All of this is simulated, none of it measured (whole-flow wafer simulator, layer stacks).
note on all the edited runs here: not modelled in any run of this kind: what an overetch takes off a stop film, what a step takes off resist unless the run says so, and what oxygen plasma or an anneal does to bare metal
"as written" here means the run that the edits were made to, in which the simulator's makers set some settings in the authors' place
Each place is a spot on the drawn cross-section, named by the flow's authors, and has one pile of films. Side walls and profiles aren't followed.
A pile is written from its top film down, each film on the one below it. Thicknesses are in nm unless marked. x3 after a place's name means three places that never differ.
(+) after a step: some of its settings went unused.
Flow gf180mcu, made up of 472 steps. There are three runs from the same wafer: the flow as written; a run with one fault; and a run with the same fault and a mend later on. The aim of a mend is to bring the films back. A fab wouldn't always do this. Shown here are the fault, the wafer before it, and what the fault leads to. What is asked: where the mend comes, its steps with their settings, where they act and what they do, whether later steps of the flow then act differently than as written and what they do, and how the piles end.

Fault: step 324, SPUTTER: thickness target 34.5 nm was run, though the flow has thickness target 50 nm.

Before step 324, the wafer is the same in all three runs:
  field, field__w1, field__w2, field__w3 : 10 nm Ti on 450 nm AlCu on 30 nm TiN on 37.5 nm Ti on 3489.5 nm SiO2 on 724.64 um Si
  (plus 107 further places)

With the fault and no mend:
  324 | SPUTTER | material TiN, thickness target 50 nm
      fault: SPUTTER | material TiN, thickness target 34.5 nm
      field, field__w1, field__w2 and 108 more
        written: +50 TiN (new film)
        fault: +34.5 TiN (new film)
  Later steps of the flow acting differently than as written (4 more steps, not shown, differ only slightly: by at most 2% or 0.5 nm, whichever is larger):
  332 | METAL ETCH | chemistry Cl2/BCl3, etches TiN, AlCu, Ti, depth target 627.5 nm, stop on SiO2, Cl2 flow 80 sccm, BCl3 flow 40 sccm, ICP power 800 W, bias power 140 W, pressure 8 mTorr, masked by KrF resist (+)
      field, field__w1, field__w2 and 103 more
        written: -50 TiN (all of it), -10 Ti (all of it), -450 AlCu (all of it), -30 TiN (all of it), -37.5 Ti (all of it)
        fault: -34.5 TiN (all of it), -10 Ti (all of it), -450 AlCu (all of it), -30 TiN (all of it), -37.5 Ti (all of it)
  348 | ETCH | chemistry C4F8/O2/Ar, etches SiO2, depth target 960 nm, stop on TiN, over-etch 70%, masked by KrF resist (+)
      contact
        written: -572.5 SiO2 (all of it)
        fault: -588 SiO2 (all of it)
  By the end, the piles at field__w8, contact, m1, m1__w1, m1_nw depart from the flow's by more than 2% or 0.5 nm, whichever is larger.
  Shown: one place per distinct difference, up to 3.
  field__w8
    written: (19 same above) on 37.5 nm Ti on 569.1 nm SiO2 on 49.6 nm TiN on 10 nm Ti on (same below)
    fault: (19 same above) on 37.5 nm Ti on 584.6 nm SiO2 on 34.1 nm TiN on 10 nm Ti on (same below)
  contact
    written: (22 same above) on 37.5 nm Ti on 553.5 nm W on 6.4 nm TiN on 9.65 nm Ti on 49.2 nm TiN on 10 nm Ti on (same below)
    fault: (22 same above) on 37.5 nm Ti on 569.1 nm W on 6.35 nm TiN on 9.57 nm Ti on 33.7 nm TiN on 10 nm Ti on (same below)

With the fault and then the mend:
  After step 324 comes the mend.
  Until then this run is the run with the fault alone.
  324a | SPUTTER | material TiN, thickness target 15.5 nm (the flow's step 324 again, with other settings)
      field, field__w1, field__w2 and 108 more
        +15.5 TiN
  Later steps of the flow that are run all act as written at every place that is followed.
  At every place that both follow, the piles at the end match the flow's.
